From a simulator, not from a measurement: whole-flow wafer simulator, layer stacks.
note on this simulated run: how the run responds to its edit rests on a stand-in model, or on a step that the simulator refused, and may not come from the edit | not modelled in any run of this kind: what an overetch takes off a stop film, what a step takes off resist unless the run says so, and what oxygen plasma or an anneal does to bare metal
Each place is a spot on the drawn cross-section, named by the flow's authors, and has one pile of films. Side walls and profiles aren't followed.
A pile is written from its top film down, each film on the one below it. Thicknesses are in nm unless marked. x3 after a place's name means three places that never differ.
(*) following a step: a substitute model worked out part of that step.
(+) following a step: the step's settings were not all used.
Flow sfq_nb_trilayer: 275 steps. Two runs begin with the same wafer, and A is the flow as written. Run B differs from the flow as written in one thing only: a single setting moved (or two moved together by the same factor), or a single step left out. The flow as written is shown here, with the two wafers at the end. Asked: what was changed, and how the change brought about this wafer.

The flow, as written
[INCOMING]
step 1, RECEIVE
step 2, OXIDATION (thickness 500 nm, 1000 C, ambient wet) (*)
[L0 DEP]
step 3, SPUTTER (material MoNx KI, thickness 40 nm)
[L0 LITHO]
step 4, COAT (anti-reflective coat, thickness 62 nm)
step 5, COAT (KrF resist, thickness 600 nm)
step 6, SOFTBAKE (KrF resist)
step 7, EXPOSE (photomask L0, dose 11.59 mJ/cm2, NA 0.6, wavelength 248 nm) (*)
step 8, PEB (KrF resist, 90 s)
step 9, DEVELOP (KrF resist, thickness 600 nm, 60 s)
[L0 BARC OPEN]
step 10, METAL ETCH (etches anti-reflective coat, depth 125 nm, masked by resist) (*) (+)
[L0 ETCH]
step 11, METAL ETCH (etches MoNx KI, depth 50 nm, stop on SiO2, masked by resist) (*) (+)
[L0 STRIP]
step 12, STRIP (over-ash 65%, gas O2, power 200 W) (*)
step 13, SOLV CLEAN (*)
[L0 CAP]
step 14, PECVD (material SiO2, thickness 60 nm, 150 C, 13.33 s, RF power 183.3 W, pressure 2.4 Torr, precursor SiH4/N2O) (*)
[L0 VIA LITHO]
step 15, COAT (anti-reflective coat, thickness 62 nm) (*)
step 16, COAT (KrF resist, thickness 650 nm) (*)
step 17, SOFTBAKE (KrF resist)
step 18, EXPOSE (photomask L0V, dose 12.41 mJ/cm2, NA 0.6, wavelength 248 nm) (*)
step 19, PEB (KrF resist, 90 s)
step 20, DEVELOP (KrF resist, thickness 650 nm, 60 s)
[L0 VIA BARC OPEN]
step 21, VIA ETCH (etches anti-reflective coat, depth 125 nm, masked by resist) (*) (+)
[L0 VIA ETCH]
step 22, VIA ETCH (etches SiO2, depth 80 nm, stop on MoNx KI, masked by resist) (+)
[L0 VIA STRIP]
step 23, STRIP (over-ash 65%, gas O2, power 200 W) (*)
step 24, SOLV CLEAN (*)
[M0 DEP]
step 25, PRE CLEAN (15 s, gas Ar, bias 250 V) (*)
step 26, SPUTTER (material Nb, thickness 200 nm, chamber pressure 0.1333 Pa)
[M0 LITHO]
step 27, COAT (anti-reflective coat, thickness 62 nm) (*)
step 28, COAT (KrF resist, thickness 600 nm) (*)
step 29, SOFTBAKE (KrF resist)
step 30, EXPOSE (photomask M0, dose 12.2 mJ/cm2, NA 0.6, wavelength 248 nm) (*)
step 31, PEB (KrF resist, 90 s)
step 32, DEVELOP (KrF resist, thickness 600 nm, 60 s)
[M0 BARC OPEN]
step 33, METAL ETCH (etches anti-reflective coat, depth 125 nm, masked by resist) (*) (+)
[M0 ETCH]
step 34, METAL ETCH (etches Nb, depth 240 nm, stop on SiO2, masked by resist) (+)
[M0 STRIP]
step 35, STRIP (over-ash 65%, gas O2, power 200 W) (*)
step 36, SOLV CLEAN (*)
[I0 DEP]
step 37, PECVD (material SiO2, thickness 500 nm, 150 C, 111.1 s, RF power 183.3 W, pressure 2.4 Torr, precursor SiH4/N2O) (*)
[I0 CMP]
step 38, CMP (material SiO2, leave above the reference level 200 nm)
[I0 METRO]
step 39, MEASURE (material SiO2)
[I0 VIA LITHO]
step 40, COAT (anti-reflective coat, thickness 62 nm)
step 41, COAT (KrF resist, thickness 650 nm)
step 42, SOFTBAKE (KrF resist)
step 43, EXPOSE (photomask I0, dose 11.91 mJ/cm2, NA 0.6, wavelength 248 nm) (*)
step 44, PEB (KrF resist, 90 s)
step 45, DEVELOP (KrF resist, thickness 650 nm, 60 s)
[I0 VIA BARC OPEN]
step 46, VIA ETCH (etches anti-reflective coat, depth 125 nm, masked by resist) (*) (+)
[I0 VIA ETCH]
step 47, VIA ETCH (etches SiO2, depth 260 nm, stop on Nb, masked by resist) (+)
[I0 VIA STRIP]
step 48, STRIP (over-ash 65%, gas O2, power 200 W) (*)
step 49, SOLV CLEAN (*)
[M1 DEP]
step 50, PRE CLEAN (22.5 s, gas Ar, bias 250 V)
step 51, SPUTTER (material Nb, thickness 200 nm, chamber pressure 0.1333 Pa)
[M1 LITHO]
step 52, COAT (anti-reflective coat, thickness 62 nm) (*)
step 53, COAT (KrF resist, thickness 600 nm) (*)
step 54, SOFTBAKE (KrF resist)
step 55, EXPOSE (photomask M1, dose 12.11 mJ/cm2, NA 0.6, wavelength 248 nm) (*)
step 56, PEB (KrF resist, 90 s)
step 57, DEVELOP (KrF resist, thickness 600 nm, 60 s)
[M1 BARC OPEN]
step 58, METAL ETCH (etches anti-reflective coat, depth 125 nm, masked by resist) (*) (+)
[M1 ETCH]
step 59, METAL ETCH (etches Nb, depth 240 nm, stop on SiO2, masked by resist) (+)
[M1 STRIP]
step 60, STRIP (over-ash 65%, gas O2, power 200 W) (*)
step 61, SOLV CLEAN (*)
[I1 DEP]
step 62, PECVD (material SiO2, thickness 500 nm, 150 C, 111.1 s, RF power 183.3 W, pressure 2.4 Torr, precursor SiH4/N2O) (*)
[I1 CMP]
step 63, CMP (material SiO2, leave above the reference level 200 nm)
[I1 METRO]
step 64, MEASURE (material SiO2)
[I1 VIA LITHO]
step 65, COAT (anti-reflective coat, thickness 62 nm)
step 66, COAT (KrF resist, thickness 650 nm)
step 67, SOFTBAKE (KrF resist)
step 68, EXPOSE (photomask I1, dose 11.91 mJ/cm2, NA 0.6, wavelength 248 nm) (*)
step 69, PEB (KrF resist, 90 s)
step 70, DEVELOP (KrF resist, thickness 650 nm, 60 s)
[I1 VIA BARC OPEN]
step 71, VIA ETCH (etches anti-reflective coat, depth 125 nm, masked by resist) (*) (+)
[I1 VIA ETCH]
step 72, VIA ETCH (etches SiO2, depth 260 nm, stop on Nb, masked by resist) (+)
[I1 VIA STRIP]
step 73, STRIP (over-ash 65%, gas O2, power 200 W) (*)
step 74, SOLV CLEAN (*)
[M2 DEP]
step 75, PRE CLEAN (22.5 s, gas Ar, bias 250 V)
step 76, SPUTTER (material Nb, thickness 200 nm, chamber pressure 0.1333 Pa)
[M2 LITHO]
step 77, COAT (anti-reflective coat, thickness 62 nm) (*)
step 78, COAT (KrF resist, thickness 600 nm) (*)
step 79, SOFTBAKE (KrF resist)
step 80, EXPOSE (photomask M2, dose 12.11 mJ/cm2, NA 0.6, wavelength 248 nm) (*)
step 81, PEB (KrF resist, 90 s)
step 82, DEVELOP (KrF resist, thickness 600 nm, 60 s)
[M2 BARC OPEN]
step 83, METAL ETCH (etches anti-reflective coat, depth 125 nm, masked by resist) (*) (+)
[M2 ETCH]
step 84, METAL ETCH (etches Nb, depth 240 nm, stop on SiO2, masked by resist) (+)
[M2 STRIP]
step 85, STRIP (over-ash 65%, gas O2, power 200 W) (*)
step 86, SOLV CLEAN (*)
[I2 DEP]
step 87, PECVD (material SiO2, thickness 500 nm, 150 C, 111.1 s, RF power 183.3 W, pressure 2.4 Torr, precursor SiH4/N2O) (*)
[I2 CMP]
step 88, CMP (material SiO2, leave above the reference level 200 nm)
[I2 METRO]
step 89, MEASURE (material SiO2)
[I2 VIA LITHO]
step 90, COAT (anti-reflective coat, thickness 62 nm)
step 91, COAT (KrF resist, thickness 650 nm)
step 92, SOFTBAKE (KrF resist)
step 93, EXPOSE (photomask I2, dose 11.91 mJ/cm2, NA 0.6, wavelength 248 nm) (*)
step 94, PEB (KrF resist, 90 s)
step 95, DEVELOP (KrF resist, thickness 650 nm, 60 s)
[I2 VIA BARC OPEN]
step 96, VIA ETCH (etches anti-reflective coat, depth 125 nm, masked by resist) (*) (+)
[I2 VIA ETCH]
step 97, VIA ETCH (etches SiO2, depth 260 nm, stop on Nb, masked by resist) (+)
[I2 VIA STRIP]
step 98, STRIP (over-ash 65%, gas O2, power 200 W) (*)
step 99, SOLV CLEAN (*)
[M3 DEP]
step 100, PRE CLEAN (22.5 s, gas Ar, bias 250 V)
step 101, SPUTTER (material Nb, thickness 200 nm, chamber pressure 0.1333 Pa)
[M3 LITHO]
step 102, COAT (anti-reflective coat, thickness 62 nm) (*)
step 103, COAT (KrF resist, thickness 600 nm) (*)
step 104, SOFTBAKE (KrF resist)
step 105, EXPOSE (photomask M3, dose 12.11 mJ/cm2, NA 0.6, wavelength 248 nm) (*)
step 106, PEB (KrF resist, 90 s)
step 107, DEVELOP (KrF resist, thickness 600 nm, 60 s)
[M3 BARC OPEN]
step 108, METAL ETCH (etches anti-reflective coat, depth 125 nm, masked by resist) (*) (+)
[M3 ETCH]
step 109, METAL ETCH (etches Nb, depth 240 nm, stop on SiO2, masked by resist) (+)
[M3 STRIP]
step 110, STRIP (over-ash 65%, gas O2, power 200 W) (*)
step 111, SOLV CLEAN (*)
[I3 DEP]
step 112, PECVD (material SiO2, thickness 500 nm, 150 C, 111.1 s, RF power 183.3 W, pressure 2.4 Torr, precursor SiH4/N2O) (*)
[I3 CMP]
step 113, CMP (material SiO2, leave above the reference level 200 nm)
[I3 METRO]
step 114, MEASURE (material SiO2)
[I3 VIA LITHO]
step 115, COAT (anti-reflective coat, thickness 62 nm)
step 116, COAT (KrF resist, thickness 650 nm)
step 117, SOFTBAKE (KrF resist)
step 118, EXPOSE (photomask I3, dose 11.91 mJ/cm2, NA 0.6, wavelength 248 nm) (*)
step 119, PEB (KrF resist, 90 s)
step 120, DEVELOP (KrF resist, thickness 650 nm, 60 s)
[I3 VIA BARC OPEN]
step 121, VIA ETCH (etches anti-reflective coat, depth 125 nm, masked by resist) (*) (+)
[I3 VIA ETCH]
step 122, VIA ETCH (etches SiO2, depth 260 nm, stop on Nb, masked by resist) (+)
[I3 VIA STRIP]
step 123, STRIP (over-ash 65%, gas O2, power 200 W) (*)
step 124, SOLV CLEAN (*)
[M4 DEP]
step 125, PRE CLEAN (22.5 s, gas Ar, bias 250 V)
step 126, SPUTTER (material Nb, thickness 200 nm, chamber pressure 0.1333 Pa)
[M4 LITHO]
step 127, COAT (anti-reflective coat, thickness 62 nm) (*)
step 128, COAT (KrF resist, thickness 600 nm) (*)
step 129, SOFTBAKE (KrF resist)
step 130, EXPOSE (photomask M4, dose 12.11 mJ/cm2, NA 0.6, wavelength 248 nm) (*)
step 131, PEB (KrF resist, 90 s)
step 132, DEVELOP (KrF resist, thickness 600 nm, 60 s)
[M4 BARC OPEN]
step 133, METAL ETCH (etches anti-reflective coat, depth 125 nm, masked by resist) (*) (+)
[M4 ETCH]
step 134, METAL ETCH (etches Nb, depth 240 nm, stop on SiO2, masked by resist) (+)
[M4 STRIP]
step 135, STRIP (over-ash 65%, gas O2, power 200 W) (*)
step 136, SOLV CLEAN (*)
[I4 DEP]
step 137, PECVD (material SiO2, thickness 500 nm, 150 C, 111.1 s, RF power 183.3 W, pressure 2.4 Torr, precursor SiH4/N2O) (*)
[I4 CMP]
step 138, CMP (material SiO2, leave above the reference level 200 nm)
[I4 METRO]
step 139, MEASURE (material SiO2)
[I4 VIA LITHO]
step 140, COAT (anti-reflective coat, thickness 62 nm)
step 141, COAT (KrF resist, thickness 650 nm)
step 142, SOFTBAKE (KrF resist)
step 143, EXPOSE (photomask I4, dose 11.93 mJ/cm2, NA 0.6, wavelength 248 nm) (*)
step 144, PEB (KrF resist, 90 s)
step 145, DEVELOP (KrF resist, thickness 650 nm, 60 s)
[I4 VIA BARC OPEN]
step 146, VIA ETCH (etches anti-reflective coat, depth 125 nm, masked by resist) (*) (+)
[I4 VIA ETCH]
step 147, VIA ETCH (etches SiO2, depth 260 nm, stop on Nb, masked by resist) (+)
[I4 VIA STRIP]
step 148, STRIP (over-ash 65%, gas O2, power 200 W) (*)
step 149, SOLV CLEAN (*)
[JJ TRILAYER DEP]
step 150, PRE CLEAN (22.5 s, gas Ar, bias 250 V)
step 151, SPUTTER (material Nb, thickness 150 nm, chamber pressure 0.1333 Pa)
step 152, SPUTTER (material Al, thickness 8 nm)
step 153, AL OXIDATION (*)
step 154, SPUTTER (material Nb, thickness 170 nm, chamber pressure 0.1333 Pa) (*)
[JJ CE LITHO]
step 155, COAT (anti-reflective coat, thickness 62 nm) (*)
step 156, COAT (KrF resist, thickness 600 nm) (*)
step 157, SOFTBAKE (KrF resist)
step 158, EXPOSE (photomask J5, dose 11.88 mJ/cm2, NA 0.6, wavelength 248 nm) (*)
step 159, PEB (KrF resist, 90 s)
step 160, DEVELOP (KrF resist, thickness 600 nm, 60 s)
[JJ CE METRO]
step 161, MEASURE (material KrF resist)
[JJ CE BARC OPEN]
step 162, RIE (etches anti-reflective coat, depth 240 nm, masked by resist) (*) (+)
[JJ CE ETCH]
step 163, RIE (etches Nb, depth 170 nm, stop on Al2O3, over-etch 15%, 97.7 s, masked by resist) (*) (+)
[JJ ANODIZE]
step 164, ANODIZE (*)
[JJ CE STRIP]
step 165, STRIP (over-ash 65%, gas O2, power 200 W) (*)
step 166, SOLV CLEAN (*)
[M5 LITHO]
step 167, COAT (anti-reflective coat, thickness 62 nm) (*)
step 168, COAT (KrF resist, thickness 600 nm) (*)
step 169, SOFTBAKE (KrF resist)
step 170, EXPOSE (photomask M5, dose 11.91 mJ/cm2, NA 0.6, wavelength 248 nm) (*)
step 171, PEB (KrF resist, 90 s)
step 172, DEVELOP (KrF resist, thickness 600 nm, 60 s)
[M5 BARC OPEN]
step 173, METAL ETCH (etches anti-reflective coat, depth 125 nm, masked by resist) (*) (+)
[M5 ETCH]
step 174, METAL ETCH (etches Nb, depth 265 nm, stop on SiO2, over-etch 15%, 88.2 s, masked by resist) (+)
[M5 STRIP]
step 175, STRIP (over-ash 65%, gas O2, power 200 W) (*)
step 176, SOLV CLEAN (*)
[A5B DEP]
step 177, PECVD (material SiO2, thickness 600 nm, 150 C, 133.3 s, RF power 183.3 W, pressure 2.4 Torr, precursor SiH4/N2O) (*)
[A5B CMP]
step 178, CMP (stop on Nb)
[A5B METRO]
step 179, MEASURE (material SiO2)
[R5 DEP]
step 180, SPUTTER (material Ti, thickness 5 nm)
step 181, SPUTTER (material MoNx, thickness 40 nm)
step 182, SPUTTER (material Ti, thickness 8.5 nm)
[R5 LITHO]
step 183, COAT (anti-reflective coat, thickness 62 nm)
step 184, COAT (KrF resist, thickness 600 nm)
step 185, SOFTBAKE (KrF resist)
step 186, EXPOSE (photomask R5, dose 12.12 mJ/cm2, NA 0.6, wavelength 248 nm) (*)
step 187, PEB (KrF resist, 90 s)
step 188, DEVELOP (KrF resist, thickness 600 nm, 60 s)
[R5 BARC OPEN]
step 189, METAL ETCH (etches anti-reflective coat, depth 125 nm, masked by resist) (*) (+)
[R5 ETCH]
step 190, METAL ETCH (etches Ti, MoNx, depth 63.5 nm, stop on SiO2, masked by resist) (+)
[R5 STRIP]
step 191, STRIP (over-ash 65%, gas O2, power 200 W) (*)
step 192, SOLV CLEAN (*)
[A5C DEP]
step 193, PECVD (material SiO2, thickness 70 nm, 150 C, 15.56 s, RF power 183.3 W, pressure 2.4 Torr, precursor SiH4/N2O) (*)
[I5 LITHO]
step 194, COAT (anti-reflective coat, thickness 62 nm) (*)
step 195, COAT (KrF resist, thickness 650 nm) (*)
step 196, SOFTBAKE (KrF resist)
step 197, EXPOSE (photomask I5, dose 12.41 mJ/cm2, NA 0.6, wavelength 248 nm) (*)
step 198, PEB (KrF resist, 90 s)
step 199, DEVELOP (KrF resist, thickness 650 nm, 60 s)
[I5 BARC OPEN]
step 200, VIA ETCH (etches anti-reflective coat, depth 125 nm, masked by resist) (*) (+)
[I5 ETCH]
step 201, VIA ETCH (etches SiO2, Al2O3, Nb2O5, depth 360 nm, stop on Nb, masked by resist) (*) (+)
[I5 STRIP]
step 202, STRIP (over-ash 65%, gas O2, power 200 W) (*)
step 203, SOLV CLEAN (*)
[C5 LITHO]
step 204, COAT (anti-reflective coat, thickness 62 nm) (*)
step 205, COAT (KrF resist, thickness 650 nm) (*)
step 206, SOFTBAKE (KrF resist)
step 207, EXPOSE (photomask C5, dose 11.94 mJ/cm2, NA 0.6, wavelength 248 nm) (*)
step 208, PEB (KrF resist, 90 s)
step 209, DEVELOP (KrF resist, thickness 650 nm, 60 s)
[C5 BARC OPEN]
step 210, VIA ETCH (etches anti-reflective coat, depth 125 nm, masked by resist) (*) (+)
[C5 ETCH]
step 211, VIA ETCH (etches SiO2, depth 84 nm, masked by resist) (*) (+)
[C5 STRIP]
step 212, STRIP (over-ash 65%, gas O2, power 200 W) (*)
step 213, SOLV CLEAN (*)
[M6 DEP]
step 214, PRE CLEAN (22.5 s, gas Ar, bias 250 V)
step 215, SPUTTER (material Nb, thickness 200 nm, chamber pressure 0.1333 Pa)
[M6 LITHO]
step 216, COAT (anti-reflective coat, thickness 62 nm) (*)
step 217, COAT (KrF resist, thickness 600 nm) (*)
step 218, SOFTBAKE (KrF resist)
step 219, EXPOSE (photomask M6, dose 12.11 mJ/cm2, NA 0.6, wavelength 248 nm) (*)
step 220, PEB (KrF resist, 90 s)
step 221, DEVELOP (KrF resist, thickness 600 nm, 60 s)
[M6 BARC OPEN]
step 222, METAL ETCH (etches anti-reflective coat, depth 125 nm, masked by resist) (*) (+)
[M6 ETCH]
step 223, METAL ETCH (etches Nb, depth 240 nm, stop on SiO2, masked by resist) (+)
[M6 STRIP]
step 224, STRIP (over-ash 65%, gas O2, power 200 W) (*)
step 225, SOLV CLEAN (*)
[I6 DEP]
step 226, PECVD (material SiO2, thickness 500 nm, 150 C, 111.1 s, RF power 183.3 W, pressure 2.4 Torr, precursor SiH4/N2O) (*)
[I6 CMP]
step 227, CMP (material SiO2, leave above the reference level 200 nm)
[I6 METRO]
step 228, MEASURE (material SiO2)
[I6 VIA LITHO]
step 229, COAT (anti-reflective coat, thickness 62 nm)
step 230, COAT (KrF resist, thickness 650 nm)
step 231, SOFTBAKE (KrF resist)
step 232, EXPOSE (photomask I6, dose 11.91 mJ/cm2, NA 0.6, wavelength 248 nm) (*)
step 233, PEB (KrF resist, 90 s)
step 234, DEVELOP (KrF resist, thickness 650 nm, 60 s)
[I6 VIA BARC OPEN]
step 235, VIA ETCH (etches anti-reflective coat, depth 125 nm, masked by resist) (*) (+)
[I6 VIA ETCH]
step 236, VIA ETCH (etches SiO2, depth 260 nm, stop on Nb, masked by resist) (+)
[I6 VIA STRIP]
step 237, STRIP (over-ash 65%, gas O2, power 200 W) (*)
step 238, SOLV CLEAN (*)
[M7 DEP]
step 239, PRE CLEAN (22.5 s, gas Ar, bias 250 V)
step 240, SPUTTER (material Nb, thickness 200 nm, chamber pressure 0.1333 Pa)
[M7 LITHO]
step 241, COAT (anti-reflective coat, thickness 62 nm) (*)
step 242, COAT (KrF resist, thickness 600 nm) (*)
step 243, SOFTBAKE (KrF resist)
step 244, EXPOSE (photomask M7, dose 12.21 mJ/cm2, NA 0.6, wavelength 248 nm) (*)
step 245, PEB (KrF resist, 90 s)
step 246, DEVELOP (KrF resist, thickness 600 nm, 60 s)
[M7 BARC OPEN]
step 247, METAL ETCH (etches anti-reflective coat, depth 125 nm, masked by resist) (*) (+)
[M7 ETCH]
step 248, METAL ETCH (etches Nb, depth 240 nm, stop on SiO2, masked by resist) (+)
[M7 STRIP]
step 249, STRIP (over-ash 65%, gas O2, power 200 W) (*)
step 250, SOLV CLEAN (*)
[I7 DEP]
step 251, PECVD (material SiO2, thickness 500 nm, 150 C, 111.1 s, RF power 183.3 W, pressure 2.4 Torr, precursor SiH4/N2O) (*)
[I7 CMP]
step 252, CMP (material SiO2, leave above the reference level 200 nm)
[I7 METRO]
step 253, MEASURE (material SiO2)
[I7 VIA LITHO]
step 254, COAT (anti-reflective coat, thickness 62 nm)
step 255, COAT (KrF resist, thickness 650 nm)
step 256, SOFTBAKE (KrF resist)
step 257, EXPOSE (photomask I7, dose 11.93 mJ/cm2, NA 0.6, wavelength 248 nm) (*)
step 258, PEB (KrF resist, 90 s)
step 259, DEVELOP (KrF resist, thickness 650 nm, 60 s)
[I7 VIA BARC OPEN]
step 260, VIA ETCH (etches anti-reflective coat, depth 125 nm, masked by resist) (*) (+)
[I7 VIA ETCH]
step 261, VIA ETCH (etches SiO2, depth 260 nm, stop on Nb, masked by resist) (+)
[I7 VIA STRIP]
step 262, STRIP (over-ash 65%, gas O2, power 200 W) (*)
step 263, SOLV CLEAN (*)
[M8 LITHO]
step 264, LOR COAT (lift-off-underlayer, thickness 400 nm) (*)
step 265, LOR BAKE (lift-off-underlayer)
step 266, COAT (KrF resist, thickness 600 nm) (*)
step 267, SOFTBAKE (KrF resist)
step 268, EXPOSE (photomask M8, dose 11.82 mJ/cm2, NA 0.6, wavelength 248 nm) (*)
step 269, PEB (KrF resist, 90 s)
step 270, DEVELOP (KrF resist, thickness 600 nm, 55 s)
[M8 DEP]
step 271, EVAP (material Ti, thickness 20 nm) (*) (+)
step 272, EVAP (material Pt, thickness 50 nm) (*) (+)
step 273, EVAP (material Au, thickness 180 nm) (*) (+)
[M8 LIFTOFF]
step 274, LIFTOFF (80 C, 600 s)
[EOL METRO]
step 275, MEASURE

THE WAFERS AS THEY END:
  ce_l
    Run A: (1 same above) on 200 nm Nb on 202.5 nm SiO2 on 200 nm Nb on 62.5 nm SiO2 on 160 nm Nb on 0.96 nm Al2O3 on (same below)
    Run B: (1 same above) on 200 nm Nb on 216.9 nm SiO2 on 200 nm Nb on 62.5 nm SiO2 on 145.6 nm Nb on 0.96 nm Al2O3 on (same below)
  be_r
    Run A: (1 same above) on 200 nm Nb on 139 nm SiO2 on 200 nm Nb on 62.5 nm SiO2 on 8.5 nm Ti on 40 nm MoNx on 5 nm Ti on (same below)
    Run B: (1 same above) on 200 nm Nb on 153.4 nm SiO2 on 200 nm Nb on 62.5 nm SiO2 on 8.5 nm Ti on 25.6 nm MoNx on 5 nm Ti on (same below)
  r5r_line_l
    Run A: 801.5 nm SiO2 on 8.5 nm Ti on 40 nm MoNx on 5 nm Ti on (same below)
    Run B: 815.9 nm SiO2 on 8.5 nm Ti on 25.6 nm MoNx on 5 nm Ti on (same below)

The reason: step 181, SPUTTER: thickness 25.6 nm was run, while the flow as written has thickness 40 nm.
One can read it off the wafer: be_r has MoNx 25.6, and step 181 as written asks for 40 nm.

Step by step, how the change led to this:
  step 181, SPUTTER (material MoNx, thickness 40 nm)
      field_l, v_sur, via_wl and 103 more: A MoNx gains 40 (new film) | B MoNx gains 25.6 (new film)
  step 190, METAL ETCH (etches Ti, MoNx, depth 63.5 nm, stop on SiO2, masked by resist) (+)
      field_l, v_sur, via_wl and 92 more: A Ti loses 8.5 (all of it), MoNx loses 40 (all of it), Ti loses 5 (all of it) | B Ti loses 8.5 (all of it), MoNx loses 25.6 (all of it), Ti loses 5 (all of it)
      ce_l, c5j, ce_r, wl_jj: A Ti loses 8.5 (all of it), MoNx loses 40 (all of it), Ti loses 5 (all of it), Nb loses 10 | B Ti loses 8.5 (all of it), MoNx loses 25.6 (all of it), Ti loses 5 (all of it), Nb loses 24.4
  step 194, COAT (anti-reflective coat, thickness 62 nm) (*)
      wl_j_sl, wl_j_sr: A anti-reflective coat gains 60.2 (new film) | B anti-reflective coat gains 57.8 (new film)
      r5r_spacepad_l, r5r_spacepad_r: A anti-reflective coat gains 84.4 (new film) | B anti-reflective coat gains 78.2 (new film)
      (also at 14 further places)
  step 202, STRIP (over-ash 65%, gas O2, power 200 W) (*)
      wl_j_sl, wl_j_sr: A KrF resist loses 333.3 (all of it), anti-reflective coat loses 60.2 (all of it) | B KrF resist loses 333.4 (all of it), anti-reflective coat loses 57.8 (all of it)
      r5r_spacepad_l, r5r_spacepad_r: A KrF resist loses 335.6 (all of it), anti-reflective coat loses 84.4 (all of it) | B KrF resist loses 335.1 (all of it), anti-reflective coat loses 78.2 (all of it)
      (also at 14 further places)
  step 204, COAT (anti-reflective coat, thickness 62 nm) (*)
      wl_j_sl, wl_j_sr: A anti-reflective coat gains 60.2 (new film) | B anti-reflective coat gains 57.8 (new film)
      r5r_spacepad_l, r5r_spacepad_r: A anti-reflective coat gains 84.4 (new film) | B anti-reflective coat gains 78.2 (new film)
      (also at 13 further places)
  step 210, VIA ETCH (etches anti-reflective coat, depth 125 nm, masked by resist) (*) (+)
      c5j: A anti-reflective coat loses 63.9 (all of it), SiO2 loses 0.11 | B anti-reflective coat loses 67.9 (all of it), SiO2 loses 0.1
      res: A anti-reflective coat loses 56.8 (all of it), SiO2 loses 0.14 | B anti-reflective coat loses 58 (all of it), SiO2 loses 0.14
  step 212, STRIP (over-ash 65%, gas O2, power 200 W) (*)
      wl_j_sl, wl_j_sr: A KrF resist loses 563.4 (all of it), anti-reflective coat loses 60.2 (all of it) | B KrF resist loses 562.5 (all of it), anti-reflective coat loses 57.8 (all of it)
      r5r_spacepad_l, r5r_spacepad_r: A KrF resist loses 565.8 (all of it), anti-reflective coat loses 84.4 (all of it) | B KrF resist loses 564.1 (all of it), anti-reflective coat loses 78.2 (all of it)
      (also at 11 further places)
  step 216, COAT (anti-reflective coat, thickness 62 nm) (*)
      r5r_line_l, r5r_line_c, r5r_line_r: A anti-reflective coat gains 50 (new film) | B anti-reflective coat gains 52.5 (new film)
      wl_j_sl, wl_j_sr: A anti-reflective coat gains 60.2 (new film) | B anti-reflective coat gains 57.9 (new film)
      (also at 12 further places)
  step 222, METAL ETCH (etches anti-reflective coat, depth 125 nm, masked by resist) (*) (+)
      r5r_line_l, r5r_line_c, r5r_line_r: A anti-reflective coat loses 50 (all of it) | B anti-reflective coat loses 52.5 (all of it)
      r5r_spacepad_l, r5r_spacepad_r: A anti-reflective coat loses 85.7 (all of it) | B anti-reflective coat loses 78.8 (all of it)
      (also at 2 further places)
  step 224, STRIP (over-ash 65%, gas O2, power 200 W) (*)
      wl_j_sl, wl_j_sr: A KrF resist loses 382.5 (all of it), anti-reflective coat loses 60.2 (all of it) | B KrF resist loses 382.5 (all of it), anti-reflective coat loses 57.9 (all of it)
      jj_sur: A KrF resist loses 378.5 (all of it), anti-reflective coat loses 56.1 (all of it) | B KrF resist loses 377.7 (all of it), anti-reflective coat loses 53.5 (all of it)
      (also at 7 further places)
  step 226, PECVD (material SiO2, thickness 500 nm, 150 C, 111.1 s, RF power 183.3 W, pressure 2.4 Torr, precursor SiH4/N2O) (*)
      r5r_spacepad_l, r5r_spacepad_r: A SiO2 gains 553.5 | B SiO2 gains 536.6
  step 227, CMP (material SiO2, leave above the reference level 200 nm)
      ce_l, ce_r, wl_jj: A SiO2 loses 290 | B SiO2 loses 275.6
      be_r, r_sur, r_end: A SiO2 loses 353.5 | B SiO2 loses 339.1
      (also at 7 further places)
